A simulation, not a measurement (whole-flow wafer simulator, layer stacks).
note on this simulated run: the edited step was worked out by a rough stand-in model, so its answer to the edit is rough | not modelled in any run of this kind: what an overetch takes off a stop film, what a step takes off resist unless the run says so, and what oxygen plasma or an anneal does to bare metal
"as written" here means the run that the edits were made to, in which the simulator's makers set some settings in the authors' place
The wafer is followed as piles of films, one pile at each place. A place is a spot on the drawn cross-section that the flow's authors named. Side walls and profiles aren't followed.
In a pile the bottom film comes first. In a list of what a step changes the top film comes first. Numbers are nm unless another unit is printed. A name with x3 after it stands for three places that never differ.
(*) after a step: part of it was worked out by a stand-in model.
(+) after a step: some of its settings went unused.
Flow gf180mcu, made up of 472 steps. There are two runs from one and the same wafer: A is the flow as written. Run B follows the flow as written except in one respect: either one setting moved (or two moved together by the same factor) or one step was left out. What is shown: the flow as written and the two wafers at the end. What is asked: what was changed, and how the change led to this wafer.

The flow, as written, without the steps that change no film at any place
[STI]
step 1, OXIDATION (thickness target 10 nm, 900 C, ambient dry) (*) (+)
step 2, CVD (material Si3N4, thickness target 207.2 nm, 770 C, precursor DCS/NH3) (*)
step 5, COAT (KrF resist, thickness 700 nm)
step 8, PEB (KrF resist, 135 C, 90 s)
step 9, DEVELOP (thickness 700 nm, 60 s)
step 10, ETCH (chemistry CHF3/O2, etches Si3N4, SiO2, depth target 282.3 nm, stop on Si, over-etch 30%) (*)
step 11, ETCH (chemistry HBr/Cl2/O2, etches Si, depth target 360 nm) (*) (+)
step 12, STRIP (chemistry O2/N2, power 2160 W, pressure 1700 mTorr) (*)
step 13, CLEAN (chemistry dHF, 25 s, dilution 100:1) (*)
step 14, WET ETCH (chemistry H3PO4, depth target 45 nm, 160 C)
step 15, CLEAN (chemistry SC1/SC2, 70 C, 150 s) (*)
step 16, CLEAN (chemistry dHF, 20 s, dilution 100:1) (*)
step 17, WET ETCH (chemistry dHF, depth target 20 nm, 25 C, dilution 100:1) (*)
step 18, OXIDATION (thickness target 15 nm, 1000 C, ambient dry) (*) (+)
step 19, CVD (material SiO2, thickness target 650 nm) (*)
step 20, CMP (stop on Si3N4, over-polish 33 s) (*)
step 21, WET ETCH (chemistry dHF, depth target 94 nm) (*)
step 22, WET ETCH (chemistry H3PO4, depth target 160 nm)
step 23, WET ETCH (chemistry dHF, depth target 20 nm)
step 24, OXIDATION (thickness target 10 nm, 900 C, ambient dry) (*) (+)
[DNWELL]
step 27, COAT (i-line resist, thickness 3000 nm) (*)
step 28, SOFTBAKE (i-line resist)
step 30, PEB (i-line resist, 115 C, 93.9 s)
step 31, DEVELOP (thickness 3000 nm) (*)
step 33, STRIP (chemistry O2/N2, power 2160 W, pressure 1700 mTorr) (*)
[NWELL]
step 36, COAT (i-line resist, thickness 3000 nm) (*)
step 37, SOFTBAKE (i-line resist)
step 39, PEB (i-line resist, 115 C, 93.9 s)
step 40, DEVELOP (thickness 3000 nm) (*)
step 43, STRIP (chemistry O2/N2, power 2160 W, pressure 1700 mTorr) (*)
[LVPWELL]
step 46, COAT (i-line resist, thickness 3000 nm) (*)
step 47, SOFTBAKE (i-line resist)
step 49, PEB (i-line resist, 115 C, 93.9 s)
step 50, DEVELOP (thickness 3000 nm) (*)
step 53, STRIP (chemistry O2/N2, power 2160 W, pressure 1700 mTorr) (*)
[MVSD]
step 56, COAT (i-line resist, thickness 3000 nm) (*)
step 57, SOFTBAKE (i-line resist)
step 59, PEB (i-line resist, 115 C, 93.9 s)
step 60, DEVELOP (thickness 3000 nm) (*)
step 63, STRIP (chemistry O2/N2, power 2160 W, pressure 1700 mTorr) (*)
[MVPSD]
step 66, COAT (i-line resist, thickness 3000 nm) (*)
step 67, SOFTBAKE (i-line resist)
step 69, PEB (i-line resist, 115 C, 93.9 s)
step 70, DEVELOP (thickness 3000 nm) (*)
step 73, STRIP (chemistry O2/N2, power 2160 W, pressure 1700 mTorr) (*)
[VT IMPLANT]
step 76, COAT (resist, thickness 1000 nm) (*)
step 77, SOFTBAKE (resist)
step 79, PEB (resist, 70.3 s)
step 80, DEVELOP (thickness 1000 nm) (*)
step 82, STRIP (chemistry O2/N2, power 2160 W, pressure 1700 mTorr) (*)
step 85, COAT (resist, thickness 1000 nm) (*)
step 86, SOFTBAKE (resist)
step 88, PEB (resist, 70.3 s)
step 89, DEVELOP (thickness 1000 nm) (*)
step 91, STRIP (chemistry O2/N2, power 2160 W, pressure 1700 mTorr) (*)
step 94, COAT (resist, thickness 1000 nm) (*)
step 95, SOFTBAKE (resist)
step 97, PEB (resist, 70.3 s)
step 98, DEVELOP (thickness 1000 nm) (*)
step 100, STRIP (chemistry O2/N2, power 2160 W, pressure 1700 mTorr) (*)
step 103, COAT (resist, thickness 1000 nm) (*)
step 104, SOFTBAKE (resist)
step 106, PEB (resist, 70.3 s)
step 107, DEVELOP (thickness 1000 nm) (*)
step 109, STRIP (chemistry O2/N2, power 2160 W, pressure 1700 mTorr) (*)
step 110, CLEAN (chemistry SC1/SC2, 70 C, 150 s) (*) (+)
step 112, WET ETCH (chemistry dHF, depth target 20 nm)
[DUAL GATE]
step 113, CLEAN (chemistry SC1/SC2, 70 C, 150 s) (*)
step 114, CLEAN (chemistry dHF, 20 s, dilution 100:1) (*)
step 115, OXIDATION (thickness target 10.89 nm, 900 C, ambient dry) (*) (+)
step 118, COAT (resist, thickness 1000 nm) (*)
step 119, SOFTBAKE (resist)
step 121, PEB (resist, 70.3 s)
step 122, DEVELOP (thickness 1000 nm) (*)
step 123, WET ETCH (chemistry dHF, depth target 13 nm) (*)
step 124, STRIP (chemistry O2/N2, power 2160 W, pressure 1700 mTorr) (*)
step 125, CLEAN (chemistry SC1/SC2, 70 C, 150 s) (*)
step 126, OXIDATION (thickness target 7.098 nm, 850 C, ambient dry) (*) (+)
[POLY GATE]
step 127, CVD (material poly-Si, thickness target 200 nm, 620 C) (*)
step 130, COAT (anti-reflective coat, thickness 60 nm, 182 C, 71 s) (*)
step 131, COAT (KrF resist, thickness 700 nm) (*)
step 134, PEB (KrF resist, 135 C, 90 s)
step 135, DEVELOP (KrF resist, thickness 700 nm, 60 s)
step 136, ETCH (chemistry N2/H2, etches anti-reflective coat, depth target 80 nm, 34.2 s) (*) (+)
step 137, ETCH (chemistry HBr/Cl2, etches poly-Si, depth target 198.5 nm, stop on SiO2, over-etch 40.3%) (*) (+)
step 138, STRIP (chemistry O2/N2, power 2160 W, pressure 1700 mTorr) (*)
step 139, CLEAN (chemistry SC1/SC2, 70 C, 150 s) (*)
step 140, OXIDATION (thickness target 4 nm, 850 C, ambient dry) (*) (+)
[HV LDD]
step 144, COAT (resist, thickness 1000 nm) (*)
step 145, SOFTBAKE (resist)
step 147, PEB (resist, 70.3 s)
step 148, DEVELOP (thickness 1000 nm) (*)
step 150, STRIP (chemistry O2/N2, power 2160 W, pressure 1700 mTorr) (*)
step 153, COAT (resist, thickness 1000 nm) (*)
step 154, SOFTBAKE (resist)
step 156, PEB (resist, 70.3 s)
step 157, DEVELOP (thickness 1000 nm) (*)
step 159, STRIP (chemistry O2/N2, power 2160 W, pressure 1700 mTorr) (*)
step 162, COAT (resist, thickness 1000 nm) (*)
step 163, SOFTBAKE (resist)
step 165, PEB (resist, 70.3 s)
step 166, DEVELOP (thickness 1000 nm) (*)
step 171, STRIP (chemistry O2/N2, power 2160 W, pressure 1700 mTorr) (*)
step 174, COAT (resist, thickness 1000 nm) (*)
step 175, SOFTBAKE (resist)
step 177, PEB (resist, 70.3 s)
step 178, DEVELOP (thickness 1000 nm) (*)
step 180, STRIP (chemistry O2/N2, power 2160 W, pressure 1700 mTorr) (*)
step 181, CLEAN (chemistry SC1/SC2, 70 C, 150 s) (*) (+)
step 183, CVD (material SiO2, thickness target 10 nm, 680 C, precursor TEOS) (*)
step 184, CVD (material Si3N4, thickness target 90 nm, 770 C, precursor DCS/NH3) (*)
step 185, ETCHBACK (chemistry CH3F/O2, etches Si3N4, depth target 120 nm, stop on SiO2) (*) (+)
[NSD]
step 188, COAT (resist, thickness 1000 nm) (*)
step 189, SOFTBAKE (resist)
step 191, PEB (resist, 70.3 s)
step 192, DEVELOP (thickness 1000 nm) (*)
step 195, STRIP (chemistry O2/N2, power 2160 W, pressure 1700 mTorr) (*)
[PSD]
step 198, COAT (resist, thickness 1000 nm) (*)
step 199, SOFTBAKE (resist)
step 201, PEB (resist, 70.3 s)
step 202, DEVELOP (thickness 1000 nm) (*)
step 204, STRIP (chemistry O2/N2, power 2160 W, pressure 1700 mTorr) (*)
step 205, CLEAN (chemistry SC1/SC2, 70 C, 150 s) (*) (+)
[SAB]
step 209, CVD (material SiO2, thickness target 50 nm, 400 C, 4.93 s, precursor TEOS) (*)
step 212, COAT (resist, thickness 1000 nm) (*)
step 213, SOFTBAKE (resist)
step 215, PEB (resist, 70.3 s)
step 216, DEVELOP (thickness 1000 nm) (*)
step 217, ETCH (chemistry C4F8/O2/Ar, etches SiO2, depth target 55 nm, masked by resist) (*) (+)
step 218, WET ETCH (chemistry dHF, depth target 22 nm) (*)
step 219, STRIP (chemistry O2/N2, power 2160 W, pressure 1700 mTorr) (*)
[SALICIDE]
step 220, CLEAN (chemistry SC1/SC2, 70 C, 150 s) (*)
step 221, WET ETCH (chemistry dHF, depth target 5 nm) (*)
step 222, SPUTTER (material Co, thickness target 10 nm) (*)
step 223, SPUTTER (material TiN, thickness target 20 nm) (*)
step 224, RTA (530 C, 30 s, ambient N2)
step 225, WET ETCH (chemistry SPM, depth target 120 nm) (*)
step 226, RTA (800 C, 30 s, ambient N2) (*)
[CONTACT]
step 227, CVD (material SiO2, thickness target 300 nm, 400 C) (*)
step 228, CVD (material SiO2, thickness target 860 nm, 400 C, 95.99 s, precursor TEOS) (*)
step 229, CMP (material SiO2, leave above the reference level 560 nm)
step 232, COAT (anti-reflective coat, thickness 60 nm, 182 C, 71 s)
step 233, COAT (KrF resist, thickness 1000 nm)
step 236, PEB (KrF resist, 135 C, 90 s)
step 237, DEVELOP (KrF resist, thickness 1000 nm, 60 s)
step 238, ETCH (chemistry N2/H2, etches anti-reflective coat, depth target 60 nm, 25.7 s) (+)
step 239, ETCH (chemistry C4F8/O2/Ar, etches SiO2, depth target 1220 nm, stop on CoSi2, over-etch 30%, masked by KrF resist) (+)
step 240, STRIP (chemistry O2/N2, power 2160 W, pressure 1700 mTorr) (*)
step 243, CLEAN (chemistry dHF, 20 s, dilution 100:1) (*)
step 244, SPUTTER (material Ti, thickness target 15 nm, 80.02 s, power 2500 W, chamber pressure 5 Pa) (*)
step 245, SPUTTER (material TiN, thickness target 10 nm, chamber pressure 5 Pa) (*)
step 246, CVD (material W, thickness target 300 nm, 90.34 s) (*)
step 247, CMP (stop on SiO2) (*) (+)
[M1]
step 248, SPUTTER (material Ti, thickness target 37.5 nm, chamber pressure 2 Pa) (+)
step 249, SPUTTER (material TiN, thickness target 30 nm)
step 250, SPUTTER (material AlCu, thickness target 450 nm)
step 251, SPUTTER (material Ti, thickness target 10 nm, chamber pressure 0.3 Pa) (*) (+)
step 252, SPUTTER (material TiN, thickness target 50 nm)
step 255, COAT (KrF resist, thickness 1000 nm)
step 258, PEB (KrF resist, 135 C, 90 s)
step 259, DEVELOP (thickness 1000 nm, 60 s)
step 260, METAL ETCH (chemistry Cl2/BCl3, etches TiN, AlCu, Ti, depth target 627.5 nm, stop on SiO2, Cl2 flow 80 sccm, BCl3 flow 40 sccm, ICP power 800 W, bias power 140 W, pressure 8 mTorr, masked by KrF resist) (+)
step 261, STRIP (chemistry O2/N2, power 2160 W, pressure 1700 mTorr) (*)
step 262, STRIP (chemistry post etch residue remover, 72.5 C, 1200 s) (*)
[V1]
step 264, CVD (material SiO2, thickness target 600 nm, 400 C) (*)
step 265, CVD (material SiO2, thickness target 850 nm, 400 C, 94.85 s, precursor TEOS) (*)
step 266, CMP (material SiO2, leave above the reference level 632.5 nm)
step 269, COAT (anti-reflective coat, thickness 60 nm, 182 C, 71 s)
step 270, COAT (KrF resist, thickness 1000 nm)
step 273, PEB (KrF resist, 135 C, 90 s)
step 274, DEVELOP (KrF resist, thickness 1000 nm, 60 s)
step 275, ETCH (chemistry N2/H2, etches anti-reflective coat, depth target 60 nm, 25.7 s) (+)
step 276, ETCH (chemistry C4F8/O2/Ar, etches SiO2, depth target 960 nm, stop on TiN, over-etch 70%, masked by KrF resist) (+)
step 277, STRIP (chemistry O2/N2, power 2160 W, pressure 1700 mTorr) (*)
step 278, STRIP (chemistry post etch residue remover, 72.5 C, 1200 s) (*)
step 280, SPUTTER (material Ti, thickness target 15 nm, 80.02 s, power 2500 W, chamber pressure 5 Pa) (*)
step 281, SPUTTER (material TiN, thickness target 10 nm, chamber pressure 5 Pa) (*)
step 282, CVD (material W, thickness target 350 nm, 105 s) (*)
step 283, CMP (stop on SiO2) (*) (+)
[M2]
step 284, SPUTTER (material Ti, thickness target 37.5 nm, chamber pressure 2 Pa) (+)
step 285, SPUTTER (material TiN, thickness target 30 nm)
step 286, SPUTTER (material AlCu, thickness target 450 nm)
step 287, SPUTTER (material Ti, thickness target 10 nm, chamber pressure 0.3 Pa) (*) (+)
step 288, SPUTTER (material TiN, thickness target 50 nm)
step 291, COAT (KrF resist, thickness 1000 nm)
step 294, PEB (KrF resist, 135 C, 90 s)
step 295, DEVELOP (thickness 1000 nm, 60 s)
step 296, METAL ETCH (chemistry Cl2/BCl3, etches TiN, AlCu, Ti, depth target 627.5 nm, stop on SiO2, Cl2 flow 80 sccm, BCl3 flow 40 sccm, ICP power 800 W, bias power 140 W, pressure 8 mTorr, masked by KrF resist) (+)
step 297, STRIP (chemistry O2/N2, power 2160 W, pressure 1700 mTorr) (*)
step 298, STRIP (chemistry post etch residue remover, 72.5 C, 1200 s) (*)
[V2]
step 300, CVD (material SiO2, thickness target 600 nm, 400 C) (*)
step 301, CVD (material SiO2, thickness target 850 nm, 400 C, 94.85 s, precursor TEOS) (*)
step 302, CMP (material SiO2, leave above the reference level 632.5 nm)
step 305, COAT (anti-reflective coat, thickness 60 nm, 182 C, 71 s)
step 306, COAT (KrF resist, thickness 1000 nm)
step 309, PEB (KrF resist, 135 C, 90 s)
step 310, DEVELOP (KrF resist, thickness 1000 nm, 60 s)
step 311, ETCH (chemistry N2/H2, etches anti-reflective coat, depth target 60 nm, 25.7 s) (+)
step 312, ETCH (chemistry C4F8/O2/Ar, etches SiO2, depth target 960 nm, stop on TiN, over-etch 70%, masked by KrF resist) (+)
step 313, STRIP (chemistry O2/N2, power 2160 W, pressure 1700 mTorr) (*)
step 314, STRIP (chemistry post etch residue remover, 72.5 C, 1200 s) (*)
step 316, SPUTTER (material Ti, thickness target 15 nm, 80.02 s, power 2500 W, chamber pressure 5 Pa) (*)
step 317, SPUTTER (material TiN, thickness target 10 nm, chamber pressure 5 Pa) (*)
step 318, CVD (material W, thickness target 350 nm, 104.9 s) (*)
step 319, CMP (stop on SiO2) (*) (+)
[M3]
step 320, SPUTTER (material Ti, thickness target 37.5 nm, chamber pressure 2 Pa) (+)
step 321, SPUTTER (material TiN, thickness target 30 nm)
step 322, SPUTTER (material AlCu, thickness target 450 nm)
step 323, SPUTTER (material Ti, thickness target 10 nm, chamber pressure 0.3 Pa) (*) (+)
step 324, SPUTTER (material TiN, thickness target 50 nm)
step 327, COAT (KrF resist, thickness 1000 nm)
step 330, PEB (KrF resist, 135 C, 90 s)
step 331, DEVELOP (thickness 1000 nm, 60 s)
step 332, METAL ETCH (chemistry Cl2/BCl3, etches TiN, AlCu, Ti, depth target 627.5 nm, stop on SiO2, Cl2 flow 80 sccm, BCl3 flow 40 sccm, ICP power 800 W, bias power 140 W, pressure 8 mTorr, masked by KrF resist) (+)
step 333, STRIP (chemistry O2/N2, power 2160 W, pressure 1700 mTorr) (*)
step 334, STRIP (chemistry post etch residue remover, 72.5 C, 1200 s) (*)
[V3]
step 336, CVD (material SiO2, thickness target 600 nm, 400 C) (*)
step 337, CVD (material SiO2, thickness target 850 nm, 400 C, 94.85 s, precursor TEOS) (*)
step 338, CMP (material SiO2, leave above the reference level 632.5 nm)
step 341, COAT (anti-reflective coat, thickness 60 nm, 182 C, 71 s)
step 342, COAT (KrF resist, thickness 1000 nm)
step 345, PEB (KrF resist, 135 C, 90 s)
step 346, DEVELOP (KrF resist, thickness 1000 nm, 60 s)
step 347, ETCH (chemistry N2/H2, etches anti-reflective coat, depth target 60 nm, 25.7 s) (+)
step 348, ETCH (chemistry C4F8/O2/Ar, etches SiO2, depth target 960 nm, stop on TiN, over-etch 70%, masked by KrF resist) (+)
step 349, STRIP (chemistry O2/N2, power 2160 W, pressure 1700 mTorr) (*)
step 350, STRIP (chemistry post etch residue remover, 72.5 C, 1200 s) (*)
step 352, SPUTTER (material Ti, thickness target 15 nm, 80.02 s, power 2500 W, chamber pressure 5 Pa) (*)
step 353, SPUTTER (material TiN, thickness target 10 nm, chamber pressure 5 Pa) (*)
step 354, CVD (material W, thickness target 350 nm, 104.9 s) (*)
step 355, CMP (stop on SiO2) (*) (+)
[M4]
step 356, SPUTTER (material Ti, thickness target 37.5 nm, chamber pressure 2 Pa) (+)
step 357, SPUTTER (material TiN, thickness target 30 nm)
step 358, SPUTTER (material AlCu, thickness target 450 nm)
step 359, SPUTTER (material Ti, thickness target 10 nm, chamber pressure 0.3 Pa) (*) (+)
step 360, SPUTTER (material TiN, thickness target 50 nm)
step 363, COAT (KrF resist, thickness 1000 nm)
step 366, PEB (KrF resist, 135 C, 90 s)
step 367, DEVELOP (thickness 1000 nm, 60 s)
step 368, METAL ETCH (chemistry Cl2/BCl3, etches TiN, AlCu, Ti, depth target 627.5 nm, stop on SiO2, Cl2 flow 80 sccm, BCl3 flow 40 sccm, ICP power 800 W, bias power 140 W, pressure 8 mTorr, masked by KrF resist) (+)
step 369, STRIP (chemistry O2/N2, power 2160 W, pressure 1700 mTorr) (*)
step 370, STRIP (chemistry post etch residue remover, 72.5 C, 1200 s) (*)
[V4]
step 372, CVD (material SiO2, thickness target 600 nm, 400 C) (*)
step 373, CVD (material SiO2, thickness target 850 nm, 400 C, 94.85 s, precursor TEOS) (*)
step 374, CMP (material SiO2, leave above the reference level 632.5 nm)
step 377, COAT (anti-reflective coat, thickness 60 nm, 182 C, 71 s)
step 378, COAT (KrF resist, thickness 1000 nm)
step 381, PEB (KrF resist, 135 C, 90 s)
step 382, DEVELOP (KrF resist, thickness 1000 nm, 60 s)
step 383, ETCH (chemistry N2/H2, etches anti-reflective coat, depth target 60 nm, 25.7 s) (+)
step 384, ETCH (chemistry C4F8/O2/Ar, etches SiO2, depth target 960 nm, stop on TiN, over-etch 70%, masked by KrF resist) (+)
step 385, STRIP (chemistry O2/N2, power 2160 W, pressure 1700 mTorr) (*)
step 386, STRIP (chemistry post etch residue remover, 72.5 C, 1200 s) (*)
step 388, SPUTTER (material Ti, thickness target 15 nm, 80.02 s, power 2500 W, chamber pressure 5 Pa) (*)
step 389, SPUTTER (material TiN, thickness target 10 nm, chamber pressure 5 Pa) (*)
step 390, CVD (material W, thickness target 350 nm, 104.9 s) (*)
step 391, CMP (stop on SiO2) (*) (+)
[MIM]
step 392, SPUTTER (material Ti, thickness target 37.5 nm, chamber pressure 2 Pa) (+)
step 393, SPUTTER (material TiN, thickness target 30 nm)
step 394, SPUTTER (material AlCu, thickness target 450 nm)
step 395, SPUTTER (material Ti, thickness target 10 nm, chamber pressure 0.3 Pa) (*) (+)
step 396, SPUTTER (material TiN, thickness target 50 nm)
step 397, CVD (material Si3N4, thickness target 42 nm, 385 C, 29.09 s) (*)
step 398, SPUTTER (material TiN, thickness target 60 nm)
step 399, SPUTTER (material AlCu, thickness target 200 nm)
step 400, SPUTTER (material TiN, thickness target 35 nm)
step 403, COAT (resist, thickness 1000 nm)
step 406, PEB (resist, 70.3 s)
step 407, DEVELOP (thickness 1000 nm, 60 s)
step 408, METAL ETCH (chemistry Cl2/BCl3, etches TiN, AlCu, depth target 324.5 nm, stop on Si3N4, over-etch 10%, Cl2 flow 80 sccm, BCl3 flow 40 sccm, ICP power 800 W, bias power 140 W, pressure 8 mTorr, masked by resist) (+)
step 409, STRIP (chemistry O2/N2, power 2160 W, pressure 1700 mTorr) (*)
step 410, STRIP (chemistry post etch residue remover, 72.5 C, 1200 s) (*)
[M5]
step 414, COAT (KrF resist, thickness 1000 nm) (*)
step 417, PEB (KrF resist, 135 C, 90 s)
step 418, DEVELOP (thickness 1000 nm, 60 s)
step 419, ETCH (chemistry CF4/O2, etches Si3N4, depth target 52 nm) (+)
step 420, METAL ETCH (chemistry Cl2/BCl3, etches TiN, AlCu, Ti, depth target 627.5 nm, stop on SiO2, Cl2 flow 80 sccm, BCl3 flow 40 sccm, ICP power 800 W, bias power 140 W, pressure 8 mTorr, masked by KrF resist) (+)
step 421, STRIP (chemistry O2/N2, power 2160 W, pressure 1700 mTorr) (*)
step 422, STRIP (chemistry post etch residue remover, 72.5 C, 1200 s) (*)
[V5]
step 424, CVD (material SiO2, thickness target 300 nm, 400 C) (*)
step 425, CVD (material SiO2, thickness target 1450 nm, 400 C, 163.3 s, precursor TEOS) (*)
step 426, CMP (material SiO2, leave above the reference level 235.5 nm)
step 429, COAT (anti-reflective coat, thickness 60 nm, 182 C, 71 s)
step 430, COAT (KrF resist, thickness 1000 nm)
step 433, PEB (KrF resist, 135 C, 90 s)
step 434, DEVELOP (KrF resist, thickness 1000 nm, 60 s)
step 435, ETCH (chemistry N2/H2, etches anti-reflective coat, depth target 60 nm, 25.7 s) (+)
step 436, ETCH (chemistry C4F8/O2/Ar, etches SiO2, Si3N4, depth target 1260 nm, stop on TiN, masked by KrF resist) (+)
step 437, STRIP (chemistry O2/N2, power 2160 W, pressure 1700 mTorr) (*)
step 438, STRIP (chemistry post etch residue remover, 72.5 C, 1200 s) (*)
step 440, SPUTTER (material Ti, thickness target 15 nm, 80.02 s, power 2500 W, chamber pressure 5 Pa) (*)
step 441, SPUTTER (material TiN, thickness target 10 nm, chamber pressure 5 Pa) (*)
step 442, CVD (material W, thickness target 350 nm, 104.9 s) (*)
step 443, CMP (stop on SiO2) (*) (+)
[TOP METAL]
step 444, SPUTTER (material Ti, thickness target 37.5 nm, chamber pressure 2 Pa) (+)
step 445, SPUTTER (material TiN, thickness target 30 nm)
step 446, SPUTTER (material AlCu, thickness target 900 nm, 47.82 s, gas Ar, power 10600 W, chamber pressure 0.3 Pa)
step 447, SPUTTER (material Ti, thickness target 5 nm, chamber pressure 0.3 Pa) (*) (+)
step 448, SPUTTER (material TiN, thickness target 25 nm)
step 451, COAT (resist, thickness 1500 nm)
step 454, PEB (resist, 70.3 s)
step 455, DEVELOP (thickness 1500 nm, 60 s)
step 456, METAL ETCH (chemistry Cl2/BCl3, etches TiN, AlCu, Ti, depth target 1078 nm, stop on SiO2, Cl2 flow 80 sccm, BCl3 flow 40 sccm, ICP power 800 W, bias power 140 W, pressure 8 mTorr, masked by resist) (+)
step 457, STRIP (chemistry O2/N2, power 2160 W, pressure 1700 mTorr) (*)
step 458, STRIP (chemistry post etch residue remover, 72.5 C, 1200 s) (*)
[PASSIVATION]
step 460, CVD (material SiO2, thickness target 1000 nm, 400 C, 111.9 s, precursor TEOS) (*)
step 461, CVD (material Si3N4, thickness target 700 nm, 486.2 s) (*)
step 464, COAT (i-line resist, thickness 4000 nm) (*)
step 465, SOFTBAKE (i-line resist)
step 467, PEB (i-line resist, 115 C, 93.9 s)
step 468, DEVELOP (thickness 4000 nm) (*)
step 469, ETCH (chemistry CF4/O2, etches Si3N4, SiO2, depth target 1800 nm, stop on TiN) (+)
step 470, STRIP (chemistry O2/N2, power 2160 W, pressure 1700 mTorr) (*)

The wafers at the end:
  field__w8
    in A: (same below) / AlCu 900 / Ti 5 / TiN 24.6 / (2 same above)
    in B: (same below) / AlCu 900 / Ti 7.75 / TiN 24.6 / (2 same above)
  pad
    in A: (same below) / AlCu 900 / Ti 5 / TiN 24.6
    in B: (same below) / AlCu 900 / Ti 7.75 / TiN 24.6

The reason: step 447, SPUTTER: thickness target 7.75 nm was run, though the flow has thickness target 5 nm.
One can read it off the wafer: field__w8 has Ti 7.75, and step 447 as written asks for 5 nm.

Step by step, how the change led to this:
  step 447, SPUTTER (material Ti, thickness target 5 nm, chamber pressure 0.3 Pa) (*) (+)
      field, field__w1, field__w2 and 109 more: A +5 Ti (new film) | B +7.75 Ti (new film)
  step 456, METAL ETCH (chemistry Cl2/BCl3, etches TiN, AlCu, Ti, depth target 1078 nm, stop on SiO2, Cl2 flow 80 sccm, BCl3 flow 40 sccm, ICP power 800 W, bias power 140 W, pressure 8 mTorr, masked by resist) (+)
      field, field__w1, field__w2 and 103 more: A -25 TiN (all of it), -5 Ti (all of it), -900 AlCu (all of it), -30 TiN (all of it), -37.5 Ti (all of it) | B -25 TiN (all of it), -7.75 Ti (all of it), -900 AlCu (all of it), -30 TiN (all of it), -37.5 Ti (all of it)
